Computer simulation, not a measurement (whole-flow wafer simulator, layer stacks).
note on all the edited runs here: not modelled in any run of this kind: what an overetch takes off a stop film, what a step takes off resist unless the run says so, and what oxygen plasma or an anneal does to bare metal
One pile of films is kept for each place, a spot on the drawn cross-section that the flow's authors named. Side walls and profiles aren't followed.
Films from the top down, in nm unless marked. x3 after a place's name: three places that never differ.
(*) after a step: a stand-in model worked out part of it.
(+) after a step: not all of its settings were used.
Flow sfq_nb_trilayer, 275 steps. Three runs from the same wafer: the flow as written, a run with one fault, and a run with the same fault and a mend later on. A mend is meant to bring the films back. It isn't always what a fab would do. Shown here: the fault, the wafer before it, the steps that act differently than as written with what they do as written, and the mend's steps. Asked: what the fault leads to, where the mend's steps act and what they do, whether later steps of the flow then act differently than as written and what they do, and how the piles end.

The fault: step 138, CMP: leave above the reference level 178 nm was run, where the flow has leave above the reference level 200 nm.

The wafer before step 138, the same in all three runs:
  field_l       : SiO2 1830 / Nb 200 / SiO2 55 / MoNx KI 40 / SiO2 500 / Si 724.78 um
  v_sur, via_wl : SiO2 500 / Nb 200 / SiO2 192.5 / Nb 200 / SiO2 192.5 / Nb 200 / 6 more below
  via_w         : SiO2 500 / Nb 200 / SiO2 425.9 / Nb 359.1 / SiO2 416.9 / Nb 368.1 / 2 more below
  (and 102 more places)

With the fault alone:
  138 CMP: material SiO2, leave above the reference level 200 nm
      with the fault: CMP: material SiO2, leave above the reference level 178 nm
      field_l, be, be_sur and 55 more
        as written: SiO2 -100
        with the fault: SiO2 -122
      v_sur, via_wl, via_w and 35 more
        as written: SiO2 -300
        with the fault: SiO2 -322
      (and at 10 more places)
  Later steps of the flow that act differently than as written (7 more steps differ only slightly, by at most 2% or 0.5 nm, whichever is larger, and aren't shown):
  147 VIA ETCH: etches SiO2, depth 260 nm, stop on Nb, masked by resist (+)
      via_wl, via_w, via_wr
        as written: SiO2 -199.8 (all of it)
        with the fault: SiO2 -177.8 (all of it)
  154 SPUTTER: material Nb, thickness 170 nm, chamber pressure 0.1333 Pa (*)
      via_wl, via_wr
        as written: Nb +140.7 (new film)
        with the fault: Nb +144.5 (new film)
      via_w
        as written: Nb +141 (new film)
        with the fault: Nb +144.8 (new film)
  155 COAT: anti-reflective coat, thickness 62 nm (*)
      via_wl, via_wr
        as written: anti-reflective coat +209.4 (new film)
        with the fault: anti-reflective coat +188 (new film)
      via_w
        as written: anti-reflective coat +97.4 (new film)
        with the fault: anti-reflective coat +95.2 (new film)
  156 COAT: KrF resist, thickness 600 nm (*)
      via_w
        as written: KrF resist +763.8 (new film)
        with the fault: KrF resist +742.9 (new film)
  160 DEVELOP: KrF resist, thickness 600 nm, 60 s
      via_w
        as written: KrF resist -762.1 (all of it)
        with the fault: KrF resist -741.3 (all of it)
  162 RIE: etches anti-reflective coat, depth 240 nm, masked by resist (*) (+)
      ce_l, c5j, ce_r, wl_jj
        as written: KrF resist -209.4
        with the fault: KrF resist -188
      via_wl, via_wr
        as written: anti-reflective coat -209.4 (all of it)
        with the fault: anti-reflective coat -188 (all of it)
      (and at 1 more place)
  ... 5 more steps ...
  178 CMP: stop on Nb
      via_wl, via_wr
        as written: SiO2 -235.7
        with the fault: SiO2 -260.2
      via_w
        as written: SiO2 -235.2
        with the fault: SiO2 -259.7
  At the end the piles differ from the flow's by more than 2% or 0.5 nm, whichever is larger, at v_sur, via_wl, via_w and 18 more.
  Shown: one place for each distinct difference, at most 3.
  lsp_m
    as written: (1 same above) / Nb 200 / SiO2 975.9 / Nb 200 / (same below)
    with the fault: (1 same above) / Nb 200 / SiO2 953.9 / Nb 200 / (same below)
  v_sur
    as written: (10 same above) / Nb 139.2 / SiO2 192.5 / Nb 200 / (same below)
    with the fault: (10 same above) / Nb 139.2 / SiO2 170.5 / Nb 200 / (same below)
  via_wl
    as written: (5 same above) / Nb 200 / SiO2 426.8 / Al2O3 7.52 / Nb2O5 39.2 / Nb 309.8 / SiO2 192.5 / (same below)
    with the fault: (5 same above) / Nb 200 / SiO2 402.3 / Al2O3 7.59 / Nb2O5 39.1 / Nb 312.4 / SiO2 192.5 / (same below)

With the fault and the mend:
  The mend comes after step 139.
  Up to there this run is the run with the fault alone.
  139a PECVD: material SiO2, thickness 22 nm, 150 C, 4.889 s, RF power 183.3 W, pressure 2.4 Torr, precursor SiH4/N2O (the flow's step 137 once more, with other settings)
      field_l, v_sur, via_wl and 103 more
        SiO2 +22
  No later step of the flow acts differently than as written, at any place that is followed, by more than 2% or 0.5 nm, whichever is larger.
  At the end the piles differ from the flow's only slightly at the places that both follow, by at most 2% or 0.5 nm, whichever is larger.
